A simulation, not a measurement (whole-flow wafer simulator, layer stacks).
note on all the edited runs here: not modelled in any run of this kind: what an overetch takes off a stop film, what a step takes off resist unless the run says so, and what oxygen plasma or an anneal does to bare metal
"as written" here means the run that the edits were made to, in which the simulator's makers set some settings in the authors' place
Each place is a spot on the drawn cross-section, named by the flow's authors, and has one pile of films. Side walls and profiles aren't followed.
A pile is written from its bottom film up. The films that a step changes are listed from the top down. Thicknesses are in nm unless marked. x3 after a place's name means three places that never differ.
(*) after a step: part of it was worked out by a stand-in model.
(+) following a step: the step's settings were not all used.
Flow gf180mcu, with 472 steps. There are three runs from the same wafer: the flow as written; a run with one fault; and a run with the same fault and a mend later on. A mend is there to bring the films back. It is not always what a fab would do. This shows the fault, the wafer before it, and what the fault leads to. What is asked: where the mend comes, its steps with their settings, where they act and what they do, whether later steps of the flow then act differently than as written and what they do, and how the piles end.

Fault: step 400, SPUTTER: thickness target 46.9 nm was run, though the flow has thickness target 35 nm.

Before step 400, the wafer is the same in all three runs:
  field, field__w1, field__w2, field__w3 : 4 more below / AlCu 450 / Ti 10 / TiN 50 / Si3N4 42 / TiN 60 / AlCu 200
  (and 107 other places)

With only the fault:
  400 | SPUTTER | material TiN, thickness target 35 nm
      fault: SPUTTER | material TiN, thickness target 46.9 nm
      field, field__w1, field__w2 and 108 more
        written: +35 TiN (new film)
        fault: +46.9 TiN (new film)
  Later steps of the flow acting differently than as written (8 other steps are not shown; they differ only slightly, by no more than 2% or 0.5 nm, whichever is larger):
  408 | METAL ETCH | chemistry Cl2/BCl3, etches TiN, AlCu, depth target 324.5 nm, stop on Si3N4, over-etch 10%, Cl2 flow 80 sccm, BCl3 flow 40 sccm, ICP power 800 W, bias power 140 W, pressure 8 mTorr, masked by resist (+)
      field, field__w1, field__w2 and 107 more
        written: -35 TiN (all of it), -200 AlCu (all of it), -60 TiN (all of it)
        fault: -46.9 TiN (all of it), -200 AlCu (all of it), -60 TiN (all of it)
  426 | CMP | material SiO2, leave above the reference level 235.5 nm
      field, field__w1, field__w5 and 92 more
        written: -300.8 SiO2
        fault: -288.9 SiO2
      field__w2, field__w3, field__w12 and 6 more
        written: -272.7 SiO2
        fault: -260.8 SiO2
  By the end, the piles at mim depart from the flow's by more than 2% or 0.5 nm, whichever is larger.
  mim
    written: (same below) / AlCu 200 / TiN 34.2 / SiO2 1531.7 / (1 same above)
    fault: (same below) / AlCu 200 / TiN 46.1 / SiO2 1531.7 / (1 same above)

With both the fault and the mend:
  After step 407 comes the mend.
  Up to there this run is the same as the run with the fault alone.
  407a | STRIP | chemistry O2/N2, power 2160 W, pressure 1700 mTorr (*)
      mim
        -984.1 resist (all of it)
  407b | METAL ETCH | chemistry Cl2/BCl3, etches TiN, AlCu, Ti, depth target 11.9 nm, Cl2 flow 80 sccm, BCl3 flow 40 sccm, ICP power 800 W, bias power 140 W, pressure 8 mTorr (a further turn of the flow's step 260, with different settings)
      field, field__w1, field__w2 and 108 more
        -11.9 TiN
  407c | HMDS | 120 C, 60 s (a further turn of the flow's step 402)
      alters no film at any place that is followed
  407d | COAT | resist, thickness 1000 nm (a further turn of the flow's step 403)
      field, field__w1, field__w2 and 108 more
        +1000 resist (new film)
  407e | SOFTBAKE | resist (a further turn of the flow's step 404)
      alters no film at any place that is followed
  407f | EXPOSE | photomask FuseTop (a further turn of the flow's step 405)
      alters no film at any place that is followed
  407g | PEB | resist, 70.3 s (a further turn of the flow's step 406)
      field, field__w1, field__w2 and 108 more
        -15.9 resist
  407h | DEVELOP | thickness 1000 nm, 60 s (a further turn of the flow's step 407)
      field, field__w1, field__w2 and 107 more
        -984.1 resist (all of it)
  Every later step of the flow that is run acts as written at every place that is followed.
  The piles end the same as the flow's at every place that both follow.
